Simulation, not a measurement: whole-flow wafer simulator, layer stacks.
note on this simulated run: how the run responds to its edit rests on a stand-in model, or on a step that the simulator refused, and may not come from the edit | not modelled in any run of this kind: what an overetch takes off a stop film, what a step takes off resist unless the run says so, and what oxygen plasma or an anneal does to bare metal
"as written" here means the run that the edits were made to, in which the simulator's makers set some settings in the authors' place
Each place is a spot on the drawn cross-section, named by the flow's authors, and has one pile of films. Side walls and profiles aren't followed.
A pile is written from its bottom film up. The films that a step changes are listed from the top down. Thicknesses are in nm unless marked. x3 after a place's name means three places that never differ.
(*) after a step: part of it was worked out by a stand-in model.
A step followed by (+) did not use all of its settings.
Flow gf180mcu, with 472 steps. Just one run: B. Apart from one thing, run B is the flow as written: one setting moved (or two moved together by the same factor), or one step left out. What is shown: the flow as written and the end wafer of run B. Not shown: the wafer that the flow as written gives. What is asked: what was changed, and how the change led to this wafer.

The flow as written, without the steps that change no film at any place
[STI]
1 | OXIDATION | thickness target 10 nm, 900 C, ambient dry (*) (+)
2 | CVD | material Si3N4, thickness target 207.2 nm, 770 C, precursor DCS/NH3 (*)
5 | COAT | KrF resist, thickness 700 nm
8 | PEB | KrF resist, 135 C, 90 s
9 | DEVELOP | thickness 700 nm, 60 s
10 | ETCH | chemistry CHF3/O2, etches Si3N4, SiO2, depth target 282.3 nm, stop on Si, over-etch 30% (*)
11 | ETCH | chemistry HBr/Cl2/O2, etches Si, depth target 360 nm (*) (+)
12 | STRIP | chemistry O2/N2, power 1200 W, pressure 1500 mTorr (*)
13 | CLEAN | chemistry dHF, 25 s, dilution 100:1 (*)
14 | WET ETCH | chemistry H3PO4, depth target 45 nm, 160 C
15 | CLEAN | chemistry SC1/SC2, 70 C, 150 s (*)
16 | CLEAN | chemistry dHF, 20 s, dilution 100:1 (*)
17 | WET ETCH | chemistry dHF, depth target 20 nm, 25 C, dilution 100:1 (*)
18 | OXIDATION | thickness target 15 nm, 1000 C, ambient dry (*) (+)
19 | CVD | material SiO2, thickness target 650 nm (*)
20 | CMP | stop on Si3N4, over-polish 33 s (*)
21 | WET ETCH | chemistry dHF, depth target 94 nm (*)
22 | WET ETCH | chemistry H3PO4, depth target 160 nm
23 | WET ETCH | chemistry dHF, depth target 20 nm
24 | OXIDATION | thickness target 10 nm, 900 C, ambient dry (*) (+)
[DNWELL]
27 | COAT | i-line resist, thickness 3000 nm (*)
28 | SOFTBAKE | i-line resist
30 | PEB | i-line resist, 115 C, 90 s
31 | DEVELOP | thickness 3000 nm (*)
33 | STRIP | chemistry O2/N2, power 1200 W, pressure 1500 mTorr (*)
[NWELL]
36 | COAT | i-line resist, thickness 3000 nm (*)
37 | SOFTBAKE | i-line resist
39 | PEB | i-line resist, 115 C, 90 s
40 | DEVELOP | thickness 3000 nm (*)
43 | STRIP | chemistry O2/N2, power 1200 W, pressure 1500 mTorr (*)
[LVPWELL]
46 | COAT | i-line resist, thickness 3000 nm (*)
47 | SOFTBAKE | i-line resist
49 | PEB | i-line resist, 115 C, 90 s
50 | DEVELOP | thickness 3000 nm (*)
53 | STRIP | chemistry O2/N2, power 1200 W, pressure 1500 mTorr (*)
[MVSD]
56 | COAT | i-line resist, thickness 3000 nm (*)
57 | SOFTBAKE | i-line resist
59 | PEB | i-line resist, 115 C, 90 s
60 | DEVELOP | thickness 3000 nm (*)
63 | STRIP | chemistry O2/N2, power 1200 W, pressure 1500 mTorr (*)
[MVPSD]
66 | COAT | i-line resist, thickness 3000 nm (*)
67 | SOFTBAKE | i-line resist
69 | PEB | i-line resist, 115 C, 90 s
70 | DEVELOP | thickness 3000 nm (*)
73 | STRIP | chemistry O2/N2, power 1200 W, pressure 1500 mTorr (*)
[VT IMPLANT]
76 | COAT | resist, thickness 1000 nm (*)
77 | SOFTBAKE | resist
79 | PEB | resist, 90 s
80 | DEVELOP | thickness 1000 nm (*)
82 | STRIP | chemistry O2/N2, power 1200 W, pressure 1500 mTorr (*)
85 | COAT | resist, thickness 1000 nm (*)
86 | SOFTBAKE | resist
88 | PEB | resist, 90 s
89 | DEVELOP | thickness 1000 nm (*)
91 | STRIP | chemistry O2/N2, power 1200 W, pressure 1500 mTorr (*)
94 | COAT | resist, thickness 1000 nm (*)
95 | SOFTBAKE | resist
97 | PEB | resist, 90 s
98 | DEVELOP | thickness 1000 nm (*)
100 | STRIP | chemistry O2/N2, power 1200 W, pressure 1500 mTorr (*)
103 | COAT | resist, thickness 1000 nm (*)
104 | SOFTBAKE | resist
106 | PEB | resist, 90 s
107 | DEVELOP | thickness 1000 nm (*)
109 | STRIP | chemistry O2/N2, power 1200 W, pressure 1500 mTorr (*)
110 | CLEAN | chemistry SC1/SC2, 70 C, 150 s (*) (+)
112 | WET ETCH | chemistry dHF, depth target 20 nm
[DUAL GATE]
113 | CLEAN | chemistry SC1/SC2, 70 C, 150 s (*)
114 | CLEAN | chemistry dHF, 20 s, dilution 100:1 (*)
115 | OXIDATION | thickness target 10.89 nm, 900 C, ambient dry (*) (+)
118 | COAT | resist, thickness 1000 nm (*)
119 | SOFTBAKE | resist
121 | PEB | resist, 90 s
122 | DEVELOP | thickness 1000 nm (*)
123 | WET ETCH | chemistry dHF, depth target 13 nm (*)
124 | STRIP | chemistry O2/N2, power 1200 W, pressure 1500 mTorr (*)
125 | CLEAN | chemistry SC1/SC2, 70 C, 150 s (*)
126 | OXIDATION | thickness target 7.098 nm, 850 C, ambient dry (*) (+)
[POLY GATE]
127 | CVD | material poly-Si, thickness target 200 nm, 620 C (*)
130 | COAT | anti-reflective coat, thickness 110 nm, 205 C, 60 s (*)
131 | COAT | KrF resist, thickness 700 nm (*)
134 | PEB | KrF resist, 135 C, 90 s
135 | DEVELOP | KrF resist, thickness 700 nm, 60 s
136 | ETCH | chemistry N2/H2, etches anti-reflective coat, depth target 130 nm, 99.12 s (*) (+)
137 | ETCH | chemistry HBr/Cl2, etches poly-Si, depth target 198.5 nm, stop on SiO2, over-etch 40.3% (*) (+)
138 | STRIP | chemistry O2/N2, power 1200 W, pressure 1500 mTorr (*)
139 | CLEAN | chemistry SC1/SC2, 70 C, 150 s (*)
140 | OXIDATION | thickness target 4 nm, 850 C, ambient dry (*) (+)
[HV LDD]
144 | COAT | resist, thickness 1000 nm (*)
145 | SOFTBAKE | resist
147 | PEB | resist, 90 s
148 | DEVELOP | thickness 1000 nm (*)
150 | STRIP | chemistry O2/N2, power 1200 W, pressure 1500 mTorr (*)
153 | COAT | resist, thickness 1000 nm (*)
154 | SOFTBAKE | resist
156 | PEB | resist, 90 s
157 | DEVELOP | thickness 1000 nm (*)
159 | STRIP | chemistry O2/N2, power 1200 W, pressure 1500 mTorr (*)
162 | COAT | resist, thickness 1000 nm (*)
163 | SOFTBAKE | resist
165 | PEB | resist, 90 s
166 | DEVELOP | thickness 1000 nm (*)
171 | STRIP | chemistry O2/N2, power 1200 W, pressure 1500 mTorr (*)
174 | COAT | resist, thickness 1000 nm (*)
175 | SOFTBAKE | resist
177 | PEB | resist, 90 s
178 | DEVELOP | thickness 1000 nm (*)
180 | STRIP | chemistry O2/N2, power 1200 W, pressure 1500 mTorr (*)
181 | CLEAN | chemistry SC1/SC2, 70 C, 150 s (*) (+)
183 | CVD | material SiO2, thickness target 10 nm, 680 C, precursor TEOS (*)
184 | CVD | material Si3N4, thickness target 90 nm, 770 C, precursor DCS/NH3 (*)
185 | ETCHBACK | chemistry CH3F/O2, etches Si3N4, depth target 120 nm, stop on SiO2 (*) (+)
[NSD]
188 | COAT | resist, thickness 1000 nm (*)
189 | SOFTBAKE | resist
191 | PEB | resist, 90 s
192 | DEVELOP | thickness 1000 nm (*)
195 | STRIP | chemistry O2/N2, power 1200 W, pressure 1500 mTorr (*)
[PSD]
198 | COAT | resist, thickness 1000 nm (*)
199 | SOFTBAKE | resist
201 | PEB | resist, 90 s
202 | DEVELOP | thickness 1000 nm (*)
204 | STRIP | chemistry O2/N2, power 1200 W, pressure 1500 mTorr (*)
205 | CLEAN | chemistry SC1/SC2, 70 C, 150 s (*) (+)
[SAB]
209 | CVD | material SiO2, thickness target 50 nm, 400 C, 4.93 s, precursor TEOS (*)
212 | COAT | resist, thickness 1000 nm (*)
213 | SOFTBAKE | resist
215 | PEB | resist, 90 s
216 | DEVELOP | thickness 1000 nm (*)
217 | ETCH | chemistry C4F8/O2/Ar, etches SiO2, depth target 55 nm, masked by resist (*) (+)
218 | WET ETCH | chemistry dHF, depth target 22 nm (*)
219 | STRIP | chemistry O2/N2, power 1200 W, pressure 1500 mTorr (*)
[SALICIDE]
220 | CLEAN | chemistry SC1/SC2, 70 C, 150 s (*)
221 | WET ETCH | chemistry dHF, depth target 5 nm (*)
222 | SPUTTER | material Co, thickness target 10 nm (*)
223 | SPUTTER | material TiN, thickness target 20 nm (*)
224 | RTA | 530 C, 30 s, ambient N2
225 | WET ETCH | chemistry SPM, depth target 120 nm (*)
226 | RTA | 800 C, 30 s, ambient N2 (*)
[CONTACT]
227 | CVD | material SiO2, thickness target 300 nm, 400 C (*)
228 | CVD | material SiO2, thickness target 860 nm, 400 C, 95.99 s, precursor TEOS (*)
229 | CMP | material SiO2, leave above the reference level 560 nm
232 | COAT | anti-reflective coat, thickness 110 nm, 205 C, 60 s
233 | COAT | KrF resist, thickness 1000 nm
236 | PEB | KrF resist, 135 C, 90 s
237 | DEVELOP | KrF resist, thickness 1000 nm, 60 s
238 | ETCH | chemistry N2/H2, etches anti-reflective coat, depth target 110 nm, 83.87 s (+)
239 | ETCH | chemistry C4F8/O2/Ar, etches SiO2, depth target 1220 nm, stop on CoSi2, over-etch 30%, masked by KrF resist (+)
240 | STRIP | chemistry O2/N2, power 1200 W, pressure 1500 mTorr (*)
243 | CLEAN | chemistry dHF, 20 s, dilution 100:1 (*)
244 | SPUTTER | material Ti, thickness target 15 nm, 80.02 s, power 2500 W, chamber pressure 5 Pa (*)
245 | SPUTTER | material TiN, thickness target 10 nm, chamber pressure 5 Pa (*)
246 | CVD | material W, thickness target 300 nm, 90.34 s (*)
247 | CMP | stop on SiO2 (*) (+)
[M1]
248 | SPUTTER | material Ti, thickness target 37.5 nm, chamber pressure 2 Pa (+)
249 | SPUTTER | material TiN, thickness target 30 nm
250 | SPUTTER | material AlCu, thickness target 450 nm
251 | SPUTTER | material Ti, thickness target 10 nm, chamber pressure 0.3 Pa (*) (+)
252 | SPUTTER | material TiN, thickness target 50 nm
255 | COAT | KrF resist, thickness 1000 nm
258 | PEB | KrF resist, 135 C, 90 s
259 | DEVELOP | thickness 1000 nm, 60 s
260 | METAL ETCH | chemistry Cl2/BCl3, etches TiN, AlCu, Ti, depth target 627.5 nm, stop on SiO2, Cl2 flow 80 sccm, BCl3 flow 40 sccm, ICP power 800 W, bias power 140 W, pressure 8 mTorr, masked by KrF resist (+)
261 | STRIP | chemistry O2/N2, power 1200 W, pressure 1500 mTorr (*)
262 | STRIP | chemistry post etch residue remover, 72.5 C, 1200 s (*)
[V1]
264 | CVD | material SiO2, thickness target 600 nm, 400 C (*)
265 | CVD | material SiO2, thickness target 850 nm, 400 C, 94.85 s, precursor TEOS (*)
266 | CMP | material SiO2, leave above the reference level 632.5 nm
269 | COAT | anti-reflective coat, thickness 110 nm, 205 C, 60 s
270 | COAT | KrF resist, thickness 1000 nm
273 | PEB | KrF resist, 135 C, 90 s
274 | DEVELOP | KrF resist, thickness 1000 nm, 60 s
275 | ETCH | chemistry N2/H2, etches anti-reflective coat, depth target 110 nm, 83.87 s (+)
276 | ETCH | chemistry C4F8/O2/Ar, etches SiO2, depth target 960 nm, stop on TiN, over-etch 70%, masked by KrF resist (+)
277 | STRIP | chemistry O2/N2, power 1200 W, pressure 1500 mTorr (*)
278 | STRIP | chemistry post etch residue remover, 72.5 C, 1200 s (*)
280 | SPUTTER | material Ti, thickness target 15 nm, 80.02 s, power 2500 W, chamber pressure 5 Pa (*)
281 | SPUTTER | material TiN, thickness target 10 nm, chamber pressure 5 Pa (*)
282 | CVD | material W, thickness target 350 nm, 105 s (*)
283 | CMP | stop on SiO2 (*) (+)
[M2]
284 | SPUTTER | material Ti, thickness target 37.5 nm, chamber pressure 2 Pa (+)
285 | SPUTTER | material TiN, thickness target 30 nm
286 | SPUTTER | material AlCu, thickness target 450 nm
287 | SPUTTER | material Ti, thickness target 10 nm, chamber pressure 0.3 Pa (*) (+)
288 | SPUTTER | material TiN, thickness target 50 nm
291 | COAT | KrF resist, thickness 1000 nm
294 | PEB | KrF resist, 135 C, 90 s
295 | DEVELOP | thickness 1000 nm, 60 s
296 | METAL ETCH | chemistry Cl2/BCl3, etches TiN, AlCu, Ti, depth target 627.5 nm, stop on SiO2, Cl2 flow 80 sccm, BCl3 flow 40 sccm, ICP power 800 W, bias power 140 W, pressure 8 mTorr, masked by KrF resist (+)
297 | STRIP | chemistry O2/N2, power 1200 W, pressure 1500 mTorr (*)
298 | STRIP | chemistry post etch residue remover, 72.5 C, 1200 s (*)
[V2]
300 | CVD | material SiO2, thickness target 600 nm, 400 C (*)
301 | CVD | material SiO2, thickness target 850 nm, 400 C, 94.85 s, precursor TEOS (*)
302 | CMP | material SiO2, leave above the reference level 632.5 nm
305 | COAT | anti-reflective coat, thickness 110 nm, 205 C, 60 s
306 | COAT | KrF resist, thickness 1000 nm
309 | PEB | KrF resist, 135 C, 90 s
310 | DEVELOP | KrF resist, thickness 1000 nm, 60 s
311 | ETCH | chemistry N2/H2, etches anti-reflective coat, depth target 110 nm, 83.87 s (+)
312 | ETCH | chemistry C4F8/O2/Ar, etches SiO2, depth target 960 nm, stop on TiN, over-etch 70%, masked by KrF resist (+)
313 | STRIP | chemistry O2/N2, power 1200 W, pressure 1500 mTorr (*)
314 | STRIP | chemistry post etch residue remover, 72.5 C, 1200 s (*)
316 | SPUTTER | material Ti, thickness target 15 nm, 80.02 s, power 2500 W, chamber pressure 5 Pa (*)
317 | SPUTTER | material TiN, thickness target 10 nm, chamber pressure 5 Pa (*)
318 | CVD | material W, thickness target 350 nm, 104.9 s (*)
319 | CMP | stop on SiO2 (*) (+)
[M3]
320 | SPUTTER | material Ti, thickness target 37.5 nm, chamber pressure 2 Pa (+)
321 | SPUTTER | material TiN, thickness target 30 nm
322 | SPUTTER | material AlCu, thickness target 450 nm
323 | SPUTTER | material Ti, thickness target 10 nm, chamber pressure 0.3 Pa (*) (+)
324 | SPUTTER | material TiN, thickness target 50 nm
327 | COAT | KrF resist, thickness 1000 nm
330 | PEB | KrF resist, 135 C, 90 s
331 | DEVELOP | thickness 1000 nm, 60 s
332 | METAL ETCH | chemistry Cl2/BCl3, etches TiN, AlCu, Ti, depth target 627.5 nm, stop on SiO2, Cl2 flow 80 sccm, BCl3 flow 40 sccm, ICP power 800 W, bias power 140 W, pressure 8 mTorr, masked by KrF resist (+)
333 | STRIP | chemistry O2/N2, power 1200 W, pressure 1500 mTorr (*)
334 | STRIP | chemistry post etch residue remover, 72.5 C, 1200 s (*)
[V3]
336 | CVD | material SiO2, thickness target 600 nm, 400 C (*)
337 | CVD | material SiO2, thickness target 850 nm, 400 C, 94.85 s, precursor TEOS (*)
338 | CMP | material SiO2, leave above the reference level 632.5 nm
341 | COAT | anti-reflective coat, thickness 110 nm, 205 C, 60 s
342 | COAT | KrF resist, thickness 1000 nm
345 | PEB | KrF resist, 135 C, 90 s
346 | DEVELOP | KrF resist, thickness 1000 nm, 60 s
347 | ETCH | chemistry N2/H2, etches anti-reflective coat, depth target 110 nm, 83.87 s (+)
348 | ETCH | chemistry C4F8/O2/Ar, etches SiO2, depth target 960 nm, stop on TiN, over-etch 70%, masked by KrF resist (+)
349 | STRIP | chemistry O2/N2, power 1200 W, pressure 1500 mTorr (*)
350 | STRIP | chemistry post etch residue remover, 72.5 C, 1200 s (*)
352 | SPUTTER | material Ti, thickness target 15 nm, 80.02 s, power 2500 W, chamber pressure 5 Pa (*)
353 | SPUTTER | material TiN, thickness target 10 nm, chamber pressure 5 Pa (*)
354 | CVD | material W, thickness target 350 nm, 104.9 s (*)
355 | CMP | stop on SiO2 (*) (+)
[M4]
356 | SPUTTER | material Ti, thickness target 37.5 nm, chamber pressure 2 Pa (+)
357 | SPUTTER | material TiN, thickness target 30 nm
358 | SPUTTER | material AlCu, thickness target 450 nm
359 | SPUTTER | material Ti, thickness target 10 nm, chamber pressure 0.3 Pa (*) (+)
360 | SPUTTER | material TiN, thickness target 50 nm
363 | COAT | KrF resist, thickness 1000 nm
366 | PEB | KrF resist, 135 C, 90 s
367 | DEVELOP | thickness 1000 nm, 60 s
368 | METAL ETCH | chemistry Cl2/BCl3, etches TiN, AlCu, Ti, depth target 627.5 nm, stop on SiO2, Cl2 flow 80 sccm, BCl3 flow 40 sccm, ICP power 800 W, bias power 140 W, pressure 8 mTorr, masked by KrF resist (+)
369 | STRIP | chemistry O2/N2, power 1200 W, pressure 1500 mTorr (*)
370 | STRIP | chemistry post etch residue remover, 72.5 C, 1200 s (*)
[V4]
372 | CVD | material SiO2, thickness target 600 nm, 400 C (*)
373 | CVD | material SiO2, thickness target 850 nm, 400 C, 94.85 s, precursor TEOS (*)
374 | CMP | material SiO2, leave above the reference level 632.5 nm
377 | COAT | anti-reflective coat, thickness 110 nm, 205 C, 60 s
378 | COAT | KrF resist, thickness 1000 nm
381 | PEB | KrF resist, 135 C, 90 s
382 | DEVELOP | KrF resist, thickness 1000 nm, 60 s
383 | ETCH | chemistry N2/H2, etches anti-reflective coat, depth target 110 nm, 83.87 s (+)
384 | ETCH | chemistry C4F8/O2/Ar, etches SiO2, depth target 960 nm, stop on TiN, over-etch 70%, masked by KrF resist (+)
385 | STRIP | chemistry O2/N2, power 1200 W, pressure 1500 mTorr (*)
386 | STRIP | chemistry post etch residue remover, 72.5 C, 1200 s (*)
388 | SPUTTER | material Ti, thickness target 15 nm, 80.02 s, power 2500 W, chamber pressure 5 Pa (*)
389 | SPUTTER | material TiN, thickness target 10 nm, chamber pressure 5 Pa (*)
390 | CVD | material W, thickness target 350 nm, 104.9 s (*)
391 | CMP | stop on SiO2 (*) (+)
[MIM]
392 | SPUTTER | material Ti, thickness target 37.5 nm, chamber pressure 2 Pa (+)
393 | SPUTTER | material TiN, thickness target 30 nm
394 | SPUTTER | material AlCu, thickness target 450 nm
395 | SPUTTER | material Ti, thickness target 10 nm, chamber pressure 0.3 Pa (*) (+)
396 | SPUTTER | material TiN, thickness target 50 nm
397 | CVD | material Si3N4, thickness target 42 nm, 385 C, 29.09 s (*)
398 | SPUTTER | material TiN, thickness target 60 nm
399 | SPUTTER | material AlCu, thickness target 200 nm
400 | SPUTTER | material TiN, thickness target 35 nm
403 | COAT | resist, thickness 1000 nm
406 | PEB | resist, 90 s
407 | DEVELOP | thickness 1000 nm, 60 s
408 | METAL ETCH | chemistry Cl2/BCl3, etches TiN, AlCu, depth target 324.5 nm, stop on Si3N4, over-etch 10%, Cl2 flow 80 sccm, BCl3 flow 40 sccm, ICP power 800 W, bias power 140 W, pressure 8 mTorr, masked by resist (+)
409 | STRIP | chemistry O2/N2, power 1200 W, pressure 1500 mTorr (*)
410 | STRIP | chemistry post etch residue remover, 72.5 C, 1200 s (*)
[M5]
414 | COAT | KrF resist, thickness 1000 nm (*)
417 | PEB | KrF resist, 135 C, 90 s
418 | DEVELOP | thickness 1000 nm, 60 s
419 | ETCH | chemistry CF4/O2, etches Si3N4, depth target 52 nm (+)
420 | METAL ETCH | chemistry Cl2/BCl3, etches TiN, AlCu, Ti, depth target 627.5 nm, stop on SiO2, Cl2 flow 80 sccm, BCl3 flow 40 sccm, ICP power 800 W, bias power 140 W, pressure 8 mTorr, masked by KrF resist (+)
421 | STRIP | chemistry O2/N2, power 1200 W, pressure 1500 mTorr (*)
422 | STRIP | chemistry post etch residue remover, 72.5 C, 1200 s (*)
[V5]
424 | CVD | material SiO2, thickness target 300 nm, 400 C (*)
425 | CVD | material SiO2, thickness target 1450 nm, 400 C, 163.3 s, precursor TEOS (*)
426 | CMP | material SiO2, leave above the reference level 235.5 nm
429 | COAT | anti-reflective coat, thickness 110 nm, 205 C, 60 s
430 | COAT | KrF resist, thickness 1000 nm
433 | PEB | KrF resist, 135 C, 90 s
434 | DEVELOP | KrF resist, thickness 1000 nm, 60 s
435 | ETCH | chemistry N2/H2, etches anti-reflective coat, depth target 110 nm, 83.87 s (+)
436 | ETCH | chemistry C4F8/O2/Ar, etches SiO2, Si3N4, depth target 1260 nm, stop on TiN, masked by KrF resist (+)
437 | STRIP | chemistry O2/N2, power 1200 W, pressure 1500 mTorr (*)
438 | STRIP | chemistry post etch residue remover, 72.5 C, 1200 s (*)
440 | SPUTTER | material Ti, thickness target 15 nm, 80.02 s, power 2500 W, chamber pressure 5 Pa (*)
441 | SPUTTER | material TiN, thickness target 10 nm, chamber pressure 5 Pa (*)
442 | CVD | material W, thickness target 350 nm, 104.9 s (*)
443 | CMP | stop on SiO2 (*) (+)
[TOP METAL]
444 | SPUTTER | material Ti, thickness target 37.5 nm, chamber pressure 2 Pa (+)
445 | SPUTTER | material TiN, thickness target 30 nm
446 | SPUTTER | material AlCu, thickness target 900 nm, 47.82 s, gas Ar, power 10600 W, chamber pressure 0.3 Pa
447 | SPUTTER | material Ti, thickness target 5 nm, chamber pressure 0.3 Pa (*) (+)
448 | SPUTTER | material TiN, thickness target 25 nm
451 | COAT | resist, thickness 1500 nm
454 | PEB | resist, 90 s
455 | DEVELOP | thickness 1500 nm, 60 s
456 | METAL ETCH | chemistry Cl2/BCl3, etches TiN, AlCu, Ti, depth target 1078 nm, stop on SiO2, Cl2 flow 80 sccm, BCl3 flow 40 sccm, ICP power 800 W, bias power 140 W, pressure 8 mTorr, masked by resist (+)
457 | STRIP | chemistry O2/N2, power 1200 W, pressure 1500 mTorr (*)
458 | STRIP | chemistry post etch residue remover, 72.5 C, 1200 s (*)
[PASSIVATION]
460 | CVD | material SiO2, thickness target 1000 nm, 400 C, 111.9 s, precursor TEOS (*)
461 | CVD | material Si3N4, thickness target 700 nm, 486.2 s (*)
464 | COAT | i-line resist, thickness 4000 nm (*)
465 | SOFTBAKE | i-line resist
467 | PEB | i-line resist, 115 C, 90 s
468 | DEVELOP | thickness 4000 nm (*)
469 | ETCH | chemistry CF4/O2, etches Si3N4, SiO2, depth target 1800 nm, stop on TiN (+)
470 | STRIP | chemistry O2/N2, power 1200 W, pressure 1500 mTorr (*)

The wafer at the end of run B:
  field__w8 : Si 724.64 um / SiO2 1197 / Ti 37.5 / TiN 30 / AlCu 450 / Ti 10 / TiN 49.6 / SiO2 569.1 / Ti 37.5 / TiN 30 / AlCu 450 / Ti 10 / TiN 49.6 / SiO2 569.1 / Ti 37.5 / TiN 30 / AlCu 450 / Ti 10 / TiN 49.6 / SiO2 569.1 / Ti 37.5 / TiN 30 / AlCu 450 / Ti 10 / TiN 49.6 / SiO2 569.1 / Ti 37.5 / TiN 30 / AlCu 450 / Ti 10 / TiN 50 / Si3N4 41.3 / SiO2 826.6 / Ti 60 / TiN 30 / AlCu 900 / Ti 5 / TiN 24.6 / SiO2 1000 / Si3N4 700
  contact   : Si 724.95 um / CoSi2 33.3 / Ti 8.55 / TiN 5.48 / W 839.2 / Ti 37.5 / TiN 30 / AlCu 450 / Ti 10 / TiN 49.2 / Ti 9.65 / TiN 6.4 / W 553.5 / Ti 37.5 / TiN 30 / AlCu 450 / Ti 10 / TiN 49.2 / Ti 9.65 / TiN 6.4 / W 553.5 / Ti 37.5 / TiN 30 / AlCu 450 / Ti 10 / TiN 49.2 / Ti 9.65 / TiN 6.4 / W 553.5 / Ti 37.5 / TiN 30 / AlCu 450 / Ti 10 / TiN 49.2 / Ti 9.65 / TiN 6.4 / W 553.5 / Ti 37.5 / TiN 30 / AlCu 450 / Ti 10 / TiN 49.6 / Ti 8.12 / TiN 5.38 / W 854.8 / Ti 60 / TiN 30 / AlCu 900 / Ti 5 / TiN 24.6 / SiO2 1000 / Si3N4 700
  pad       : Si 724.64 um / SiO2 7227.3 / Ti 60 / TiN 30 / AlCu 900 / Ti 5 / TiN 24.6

What caused this: step 444, SPUTTER: thickness target 60 nm was run, though the flow has thickness target 37.5 nm.
The wafer lets one read it off: field__w8 has Ti 60, and step 444 as written asks for 37.5 nm.

How this came from the change, step by step:
  444 | SPUTTER | material Ti, thickness target 37.5 nm, chamber pressure 2 Pa (+)
      field, field__w1, field__w2 and 109 more: Ti gains 60 (new film) (it would be, as written: Ti gains 37.5 (new film))
  456 | METAL ETCH | chemistry Cl2/BCl3, etches TiN, AlCu, Ti, depth target 1078 nm, stop on SiO2, Cl2 flow 80 sccm, BCl3 flow 40 sccm, ICP power 800 W, bias power 140 W, pressure 8 mTorr, masked by resist (+)
      field, field__w1, field__w2 and 103 more: TiN loses 25 (all of it), Ti loses 5 (all of it), AlCu loses 900 (all of it), TiN loses 30 (all of it), Ti loses 60 (all of it) (it would be, as written: TiN loses 25 (all of it), Ti loses 5 (all of it), AlCu loses 900 (all of it), TiN loses 30 (all of it), Ti loses 37.5 (all of it))
  465 | SOFTBAKE | i-line resist
      field__w5, field__w9: i-line resist gains 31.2 (it would be, as written: i-line resist gains 37.3)
      field__w11, field__w13: i-line resist gains 32.3 (it would be, as written: i-line resist gains 37.9)
      (also at 62 further places)
